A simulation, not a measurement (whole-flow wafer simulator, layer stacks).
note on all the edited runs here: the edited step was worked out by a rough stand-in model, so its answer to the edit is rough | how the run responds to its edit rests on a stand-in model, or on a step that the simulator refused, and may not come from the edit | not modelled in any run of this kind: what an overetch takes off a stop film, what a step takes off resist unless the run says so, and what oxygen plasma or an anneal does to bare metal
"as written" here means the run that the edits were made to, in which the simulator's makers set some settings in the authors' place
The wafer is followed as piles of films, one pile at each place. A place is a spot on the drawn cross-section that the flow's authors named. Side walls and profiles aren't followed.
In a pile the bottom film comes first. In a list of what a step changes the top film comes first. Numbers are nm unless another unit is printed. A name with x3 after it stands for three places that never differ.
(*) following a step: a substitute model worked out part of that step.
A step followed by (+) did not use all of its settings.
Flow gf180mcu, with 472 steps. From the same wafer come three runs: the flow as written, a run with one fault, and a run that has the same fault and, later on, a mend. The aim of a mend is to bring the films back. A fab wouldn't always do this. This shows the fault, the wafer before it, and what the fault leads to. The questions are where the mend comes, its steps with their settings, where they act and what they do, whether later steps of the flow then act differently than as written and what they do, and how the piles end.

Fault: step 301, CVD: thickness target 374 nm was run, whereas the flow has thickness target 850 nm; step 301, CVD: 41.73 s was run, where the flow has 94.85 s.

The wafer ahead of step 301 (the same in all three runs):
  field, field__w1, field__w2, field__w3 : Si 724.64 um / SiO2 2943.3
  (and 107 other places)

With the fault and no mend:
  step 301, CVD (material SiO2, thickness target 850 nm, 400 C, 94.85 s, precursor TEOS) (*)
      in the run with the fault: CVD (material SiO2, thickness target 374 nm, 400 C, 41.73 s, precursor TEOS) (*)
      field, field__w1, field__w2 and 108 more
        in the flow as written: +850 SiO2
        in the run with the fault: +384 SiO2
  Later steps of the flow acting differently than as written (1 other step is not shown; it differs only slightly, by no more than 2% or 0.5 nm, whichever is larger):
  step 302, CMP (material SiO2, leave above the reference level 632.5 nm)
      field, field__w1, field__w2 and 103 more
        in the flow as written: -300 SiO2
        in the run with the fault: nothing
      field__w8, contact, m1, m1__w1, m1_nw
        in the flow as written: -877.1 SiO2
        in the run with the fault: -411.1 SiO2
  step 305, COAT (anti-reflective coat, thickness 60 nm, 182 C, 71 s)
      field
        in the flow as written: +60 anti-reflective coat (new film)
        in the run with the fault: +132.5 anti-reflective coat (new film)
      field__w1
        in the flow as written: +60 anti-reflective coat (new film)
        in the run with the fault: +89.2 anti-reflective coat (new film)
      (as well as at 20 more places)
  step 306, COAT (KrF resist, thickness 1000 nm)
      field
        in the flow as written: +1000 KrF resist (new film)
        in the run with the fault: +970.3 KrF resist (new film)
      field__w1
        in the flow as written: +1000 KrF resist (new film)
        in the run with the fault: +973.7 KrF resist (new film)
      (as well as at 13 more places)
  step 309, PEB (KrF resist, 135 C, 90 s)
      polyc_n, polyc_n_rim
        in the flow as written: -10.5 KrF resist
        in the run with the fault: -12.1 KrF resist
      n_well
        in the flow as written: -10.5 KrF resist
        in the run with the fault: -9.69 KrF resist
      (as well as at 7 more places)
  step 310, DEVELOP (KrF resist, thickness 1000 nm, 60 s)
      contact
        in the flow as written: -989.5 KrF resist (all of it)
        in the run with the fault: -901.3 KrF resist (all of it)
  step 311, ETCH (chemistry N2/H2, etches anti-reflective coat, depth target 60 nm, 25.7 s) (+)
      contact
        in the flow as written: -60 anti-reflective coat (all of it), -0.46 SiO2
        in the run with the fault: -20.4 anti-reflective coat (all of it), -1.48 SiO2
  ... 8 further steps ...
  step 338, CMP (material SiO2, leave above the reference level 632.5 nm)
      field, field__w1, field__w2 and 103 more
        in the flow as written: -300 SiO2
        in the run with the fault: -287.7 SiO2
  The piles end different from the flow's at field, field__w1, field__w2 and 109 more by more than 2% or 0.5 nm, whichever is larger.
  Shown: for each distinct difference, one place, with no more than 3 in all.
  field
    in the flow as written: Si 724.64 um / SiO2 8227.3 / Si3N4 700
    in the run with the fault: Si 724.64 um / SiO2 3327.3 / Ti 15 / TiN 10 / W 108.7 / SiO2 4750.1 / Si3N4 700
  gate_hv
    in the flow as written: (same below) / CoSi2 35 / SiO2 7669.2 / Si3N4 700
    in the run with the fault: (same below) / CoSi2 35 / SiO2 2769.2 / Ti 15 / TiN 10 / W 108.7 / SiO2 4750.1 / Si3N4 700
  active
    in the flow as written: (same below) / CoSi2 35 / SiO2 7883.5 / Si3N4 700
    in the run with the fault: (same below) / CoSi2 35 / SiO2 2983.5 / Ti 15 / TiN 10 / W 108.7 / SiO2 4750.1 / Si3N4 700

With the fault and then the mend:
  The mend stands after step 301.
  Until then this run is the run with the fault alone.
  step 301a, CVD (material SiO2, thickness target 476 nm, 400 C, 53.12 s, precursor TEOS) (*) (the flow's step 301, run once more with other settings)
      field, field__w1, field__w2 and 108 more
        +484 SiO2
  Later steps of the flow acting differently than as written:
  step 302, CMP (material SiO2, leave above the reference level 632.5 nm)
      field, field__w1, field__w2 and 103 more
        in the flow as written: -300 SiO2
        in the run with the mend: -318.1 SiO2
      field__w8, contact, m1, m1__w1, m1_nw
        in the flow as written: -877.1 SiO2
        in the run with the mend: -895.2 SiO2
  By the end, the piles equal the flow's at every place that both follow.
